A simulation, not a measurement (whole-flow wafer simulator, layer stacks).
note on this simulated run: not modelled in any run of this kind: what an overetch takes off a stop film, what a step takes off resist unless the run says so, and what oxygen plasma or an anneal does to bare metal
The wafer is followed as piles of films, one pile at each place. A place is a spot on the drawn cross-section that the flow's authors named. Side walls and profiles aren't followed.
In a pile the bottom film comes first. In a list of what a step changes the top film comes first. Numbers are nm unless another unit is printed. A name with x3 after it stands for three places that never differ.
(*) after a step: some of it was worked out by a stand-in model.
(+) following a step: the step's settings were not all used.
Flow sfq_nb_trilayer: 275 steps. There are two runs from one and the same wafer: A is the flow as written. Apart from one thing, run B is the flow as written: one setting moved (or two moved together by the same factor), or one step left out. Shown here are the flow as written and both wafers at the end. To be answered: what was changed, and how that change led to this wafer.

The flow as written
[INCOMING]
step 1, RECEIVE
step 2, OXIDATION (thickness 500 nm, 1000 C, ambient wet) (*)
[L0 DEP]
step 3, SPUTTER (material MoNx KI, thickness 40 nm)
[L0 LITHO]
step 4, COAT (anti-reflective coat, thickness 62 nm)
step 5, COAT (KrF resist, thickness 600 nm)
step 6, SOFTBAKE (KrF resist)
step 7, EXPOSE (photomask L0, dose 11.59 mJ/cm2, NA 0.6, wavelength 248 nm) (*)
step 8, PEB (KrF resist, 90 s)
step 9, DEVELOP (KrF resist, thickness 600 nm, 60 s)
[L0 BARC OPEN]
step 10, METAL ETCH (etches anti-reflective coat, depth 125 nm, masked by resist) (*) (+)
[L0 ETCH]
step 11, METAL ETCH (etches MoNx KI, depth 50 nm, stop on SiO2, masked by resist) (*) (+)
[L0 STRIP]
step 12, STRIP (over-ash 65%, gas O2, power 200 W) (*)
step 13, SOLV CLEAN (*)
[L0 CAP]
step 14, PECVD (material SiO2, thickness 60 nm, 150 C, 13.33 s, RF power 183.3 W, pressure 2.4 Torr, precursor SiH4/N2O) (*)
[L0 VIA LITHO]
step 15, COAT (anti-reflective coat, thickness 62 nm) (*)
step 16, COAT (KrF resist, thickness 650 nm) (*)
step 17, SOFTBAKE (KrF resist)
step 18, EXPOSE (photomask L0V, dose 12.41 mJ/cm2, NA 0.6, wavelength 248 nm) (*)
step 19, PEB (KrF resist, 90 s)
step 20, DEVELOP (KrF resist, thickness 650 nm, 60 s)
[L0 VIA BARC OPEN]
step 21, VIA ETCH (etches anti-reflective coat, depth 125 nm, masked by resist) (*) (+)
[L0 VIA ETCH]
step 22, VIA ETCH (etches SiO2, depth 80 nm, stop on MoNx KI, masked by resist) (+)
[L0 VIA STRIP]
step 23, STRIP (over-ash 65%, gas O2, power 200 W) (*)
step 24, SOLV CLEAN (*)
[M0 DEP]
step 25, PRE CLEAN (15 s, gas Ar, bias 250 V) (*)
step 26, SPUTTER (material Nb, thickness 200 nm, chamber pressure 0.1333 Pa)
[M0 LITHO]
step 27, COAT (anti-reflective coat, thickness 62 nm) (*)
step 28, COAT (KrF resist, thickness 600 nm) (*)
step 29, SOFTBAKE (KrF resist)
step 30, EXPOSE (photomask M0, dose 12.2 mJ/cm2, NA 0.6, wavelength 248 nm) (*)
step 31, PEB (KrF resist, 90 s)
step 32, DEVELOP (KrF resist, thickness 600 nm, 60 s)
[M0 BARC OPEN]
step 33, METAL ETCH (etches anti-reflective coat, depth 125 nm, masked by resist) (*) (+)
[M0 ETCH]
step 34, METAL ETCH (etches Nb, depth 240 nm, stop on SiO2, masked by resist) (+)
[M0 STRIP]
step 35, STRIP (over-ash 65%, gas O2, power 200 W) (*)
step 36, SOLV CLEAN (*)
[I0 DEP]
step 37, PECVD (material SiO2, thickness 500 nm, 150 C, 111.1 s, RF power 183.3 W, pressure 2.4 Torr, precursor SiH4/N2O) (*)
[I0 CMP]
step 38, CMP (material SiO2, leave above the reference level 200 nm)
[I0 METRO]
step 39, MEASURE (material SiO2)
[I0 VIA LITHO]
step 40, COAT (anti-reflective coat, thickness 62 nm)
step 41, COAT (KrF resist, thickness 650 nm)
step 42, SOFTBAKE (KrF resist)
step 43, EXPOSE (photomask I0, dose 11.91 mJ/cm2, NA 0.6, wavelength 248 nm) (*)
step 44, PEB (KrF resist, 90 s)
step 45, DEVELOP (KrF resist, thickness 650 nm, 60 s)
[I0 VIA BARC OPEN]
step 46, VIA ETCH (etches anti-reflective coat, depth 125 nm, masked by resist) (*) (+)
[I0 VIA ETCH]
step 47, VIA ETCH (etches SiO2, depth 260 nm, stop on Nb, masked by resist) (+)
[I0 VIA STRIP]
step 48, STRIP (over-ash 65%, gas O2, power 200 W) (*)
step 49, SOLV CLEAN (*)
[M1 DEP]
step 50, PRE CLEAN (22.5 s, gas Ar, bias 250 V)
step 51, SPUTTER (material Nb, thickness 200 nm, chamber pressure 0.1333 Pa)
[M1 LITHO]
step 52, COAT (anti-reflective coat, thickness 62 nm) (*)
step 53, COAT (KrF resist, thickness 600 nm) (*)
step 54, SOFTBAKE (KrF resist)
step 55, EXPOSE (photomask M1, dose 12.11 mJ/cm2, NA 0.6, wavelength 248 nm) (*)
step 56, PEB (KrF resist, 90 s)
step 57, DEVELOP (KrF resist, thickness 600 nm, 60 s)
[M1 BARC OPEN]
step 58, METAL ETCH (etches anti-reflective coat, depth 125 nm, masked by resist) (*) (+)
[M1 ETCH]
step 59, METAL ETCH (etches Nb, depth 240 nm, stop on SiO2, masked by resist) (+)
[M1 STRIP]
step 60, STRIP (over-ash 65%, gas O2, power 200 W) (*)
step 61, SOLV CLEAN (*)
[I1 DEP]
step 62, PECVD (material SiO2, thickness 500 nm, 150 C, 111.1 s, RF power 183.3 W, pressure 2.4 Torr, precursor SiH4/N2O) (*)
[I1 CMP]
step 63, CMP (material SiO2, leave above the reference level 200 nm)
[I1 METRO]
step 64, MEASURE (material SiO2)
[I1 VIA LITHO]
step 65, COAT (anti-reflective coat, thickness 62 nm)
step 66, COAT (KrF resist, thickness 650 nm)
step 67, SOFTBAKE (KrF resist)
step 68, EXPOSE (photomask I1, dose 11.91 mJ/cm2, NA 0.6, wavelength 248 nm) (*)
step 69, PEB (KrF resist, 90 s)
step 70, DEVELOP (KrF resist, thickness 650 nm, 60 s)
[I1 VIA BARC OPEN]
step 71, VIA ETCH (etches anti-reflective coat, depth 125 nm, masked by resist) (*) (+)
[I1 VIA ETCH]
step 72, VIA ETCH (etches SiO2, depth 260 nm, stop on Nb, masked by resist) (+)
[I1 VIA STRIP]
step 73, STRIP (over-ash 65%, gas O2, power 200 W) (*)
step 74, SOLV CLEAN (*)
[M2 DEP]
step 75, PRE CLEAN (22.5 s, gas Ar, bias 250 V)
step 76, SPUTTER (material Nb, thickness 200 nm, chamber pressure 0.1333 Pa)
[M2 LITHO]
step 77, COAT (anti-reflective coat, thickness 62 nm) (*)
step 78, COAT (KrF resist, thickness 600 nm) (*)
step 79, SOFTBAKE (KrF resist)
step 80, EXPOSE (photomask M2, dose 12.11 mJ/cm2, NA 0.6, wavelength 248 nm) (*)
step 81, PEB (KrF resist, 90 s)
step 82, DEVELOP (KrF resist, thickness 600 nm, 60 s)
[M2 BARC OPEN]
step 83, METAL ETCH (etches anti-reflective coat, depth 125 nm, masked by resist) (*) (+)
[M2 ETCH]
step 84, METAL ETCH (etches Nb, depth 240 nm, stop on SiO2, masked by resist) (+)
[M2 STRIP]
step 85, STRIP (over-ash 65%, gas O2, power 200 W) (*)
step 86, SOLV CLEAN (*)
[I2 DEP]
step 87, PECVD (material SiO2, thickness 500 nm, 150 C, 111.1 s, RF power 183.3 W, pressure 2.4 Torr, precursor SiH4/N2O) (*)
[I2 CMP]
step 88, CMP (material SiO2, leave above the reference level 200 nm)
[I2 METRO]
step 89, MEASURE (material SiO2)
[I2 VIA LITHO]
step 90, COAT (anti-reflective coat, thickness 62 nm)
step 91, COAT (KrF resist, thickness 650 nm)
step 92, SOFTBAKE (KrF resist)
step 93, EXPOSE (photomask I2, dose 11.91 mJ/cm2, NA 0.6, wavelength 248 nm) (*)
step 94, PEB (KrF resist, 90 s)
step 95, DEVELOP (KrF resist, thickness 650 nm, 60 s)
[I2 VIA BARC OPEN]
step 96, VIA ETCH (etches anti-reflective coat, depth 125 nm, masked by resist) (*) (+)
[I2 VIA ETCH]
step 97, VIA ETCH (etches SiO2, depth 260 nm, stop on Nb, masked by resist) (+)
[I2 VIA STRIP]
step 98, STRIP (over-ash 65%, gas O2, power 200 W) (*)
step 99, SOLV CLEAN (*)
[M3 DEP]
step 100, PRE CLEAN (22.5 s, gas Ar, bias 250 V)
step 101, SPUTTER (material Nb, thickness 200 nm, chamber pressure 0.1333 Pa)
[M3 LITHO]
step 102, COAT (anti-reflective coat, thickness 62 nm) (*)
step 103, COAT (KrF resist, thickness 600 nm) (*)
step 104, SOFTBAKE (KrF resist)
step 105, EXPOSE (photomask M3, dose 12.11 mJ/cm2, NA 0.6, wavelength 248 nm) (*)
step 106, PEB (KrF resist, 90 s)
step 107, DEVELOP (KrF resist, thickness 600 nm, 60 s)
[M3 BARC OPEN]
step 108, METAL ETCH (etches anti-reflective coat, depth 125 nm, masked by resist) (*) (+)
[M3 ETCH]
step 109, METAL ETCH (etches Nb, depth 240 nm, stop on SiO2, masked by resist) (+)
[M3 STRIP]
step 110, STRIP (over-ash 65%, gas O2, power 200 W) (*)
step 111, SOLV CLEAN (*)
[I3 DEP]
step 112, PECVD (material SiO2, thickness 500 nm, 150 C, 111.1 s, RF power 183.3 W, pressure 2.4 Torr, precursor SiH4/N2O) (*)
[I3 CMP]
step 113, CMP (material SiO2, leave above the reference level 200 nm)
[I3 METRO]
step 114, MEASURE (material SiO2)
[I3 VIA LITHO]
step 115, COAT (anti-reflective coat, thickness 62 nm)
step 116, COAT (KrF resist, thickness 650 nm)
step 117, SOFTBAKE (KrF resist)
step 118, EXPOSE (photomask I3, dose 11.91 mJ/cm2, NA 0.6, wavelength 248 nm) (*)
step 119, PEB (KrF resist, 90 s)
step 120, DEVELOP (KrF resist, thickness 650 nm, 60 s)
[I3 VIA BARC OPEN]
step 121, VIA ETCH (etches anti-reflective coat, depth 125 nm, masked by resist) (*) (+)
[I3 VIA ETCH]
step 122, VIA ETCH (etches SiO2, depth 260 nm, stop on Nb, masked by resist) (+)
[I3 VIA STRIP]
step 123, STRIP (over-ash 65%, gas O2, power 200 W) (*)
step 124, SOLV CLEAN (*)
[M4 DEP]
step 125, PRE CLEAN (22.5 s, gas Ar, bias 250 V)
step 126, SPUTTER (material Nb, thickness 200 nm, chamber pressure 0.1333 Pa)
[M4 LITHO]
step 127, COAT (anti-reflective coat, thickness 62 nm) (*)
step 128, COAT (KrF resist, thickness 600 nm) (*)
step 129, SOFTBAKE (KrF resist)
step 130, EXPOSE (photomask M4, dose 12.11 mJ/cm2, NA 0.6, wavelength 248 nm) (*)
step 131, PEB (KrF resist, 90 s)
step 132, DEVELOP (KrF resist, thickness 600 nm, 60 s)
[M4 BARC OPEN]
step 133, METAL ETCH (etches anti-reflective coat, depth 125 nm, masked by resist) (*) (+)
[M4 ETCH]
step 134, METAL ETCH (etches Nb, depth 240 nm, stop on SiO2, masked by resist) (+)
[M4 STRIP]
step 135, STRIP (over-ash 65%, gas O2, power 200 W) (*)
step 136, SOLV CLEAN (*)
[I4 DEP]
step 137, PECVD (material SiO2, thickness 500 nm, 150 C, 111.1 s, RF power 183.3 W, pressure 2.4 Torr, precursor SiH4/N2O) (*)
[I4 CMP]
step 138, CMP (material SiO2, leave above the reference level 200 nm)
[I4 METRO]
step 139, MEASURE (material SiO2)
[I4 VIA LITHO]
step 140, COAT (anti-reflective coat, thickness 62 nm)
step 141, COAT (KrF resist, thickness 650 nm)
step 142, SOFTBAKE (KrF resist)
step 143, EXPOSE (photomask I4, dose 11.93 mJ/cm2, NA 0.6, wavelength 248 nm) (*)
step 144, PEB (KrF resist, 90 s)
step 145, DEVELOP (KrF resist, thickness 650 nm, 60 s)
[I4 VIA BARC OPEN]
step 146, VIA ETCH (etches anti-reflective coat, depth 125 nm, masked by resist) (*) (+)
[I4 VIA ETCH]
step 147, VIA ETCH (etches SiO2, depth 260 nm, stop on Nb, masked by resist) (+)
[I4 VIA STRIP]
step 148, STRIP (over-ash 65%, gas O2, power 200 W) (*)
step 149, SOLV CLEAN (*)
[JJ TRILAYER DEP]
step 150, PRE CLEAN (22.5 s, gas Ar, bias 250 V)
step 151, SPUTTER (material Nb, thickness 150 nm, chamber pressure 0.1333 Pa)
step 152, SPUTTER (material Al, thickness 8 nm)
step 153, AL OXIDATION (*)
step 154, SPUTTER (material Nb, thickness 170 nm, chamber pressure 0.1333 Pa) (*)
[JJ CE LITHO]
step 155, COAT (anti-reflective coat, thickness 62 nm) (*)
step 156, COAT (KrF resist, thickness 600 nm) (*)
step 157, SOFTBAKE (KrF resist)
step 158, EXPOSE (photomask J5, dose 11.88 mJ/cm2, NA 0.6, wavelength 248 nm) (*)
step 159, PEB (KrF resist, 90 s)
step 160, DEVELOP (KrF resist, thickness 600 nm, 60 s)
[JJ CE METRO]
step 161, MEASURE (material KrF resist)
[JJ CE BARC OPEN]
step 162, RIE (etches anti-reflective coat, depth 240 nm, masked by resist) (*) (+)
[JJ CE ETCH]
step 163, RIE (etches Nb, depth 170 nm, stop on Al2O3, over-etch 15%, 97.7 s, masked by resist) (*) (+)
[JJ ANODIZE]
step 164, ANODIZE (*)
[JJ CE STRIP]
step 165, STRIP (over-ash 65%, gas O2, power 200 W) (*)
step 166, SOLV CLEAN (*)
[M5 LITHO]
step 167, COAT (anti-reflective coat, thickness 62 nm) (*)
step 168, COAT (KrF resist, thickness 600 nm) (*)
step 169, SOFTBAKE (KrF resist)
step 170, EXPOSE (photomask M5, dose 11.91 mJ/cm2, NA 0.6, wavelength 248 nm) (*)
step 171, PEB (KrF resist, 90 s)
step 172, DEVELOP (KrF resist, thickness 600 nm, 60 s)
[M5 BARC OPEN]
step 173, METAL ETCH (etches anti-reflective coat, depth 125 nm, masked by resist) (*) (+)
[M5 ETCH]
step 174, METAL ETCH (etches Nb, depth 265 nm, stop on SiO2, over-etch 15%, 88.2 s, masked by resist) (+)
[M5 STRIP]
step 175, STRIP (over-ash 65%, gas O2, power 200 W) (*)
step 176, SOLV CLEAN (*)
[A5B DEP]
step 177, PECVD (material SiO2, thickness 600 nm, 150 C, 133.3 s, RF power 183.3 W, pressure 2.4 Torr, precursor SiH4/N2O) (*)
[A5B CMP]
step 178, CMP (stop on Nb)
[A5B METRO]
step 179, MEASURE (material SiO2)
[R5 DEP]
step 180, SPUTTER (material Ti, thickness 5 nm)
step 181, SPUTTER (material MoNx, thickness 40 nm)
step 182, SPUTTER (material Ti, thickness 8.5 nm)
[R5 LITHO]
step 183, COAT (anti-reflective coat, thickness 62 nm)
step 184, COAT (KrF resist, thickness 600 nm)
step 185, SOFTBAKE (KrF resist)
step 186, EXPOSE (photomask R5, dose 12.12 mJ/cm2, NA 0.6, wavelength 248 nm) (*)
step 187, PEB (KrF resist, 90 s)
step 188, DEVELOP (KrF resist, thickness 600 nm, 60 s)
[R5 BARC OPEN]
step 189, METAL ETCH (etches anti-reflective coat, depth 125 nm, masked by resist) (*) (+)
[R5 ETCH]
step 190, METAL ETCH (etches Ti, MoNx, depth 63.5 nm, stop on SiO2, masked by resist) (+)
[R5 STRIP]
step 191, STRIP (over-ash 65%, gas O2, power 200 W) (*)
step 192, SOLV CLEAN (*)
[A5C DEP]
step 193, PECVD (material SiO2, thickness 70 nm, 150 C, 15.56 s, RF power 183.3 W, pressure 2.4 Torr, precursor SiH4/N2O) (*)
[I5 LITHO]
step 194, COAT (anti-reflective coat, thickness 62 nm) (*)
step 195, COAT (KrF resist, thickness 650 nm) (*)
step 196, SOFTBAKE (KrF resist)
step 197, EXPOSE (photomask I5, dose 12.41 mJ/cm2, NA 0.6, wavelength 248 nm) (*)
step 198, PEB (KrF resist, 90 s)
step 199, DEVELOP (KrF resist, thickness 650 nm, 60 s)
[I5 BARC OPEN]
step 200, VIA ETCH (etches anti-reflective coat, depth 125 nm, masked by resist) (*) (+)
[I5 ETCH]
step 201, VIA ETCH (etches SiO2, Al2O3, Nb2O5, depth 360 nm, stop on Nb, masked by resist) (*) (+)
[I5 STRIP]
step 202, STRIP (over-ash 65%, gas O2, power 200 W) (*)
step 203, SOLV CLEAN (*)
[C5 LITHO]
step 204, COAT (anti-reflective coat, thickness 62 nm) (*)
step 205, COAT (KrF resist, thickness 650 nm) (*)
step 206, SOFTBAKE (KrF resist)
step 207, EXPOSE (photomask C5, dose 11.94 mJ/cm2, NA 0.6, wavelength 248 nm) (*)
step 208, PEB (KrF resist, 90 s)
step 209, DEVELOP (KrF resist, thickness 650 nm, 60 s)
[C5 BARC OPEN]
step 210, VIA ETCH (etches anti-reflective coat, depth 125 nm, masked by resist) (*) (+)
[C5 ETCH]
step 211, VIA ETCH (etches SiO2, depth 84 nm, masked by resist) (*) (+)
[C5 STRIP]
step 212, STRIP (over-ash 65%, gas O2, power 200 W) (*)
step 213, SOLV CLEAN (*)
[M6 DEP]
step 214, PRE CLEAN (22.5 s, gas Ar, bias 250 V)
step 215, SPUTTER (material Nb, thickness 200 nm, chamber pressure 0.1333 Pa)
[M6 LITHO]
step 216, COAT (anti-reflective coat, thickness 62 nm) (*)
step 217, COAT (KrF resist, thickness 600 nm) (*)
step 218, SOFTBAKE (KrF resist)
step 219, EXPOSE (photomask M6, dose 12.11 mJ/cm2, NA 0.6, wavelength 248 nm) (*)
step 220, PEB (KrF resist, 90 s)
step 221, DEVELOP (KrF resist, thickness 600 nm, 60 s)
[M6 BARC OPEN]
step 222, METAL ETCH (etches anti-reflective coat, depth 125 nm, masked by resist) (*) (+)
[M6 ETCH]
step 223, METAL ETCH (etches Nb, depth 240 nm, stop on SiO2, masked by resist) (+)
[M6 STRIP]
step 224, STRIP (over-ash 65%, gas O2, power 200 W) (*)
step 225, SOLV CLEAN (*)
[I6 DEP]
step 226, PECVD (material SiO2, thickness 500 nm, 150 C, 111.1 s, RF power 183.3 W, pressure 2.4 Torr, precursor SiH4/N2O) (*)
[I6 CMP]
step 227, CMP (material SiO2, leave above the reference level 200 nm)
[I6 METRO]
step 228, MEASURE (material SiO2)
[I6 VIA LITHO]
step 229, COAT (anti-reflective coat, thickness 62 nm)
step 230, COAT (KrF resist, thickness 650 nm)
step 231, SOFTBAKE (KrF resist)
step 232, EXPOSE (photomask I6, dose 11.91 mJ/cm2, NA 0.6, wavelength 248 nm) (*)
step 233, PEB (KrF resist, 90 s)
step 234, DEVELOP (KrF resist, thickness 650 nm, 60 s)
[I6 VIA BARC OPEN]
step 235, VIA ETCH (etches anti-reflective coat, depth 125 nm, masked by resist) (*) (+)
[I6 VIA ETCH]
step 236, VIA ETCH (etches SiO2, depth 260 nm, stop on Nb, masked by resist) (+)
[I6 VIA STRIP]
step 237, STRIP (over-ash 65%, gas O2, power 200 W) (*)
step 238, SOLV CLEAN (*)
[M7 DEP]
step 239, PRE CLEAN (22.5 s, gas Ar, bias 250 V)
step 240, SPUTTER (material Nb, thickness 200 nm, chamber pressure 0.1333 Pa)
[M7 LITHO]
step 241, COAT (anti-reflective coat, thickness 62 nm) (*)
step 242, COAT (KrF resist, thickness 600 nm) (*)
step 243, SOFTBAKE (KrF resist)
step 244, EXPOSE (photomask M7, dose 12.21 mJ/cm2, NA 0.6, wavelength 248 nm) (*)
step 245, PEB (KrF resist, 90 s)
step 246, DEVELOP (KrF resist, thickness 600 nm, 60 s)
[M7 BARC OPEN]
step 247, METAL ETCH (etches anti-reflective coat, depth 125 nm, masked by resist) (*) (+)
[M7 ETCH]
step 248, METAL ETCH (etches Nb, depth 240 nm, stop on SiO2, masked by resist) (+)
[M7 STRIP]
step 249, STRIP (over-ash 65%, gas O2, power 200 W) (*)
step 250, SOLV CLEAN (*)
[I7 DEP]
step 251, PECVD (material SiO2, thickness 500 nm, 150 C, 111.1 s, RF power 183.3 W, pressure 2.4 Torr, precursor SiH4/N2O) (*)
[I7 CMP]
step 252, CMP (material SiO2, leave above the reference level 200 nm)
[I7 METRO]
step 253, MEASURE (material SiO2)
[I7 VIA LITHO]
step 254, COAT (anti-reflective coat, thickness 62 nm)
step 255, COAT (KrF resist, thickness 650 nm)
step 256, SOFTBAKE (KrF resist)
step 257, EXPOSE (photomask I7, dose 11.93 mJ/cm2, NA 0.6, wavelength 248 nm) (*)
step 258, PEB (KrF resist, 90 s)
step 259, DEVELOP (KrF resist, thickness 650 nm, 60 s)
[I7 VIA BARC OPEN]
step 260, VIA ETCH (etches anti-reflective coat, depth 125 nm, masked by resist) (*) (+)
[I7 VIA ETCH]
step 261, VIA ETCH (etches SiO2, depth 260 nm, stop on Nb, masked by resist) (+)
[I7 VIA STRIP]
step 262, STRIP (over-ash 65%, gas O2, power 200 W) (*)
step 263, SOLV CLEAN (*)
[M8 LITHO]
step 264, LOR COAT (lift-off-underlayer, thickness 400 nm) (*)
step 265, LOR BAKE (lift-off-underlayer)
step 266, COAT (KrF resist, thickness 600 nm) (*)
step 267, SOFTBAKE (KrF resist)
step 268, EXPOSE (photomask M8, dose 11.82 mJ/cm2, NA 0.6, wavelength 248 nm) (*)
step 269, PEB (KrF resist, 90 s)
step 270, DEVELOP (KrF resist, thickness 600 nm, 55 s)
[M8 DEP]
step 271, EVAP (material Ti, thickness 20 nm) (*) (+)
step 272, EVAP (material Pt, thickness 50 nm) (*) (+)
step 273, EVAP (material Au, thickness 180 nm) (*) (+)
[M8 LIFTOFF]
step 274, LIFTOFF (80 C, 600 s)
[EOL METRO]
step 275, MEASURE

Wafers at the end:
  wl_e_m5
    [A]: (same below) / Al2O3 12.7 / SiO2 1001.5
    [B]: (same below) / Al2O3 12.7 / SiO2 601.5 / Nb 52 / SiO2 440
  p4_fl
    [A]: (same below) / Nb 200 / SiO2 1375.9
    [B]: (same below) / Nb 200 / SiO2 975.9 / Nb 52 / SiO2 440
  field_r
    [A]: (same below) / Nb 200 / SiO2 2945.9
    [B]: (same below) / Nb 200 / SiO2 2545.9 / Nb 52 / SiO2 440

What caused this: step 240, SPUTTER: thickness 292 nm was run, while the flow as written has thickness 200 nm.

How this came from the change, step by step:
  step 240, SPUTTER (material Nb, thickness 200 nm, chamber pressure 0.1333 Pa)
      field_l, v_sur, via_wl and 102 more: A Nb gains 200 (new film) | B Nb gains 292 (new film)
      via_v: A Nb gains 161.1 | B Nb gains 235.8
  step 241, COAT (anti-reflective coat, thickness 62 nm) (*)
      via_v: A anti-reflective coat gains 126 (new film) | B anti-reflective coat gains 128.8 (new film)
  step 248, METAL ETCH (etches Nb, depth 240 nm, stop on SiO2, masked by resist) (+)
      field_l, field_r, lsp_l and 62 more: A Nb loses 200 (all of it) | B Nb loses 240
  step 249, STRIP (over-ash 65%, gas O2, power 200 W) (*)
      via_v: A KrF resist loses 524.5 (all of it), anti-reflective coat loses 126 (all of it) | B KrF resist loses 536.5 (all of it), anti-reflective coat loses 128.8 (all of it)
  step 251, PECVD (material SiO2, thickness 500 nm, 150 C, 111.1 s, RF power 183.3 W, pressure 2.4 Torr, precursor SiH4/N2O) (*)
      field_l, p4_fl, p4_fm and 56 more: A SiO2 gains 500 | B SiO2 gains 500 (new film)
      field_r, lsp_l: A SiO2 gains 477.7 | B SiO2 gains 473.2 (new film)
      (and at 4 other places as well)
  step 252, CMP (material SiO2, leave above the reference level 200 nm)
      field_l, p4_fl, p4_fm and 56 more: A SiO2 loses 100 | B SiO2 loses 60
      field_r, lsp_l: A SiO2 loses 77.7 | B SiO2 loses 33.2
      (and at 3 other places as well)
If metal films that touch count as one body, wl_e_m5 has 7 bodies (between them, from the top down: SiO2 601.5 / Al2O3 12.7 / Nb2O5 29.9; SiO2 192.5; SiO2 192.5; SiO2 192.5; SiO2 192.5; SiO2 192.5); the flow as written gives 6 bodies (between them, from the top down: SiO2 192.5; SiO2 192.5; SiO2 192.5; SiO2 192.5; SiO2 192.5).
If metal films that touch count as one body, p4_fl has 3 bodies (between them, from the top down: SiO2 975.9; SiO2 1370); the flow as written gives 2 bodies (between them, from the top down: SiO2 1370).
If metal films that touch count as one body, field_r has 2 bodies (between them, from the top down: SiO2 2545.9); the flow as written gives 1 body.
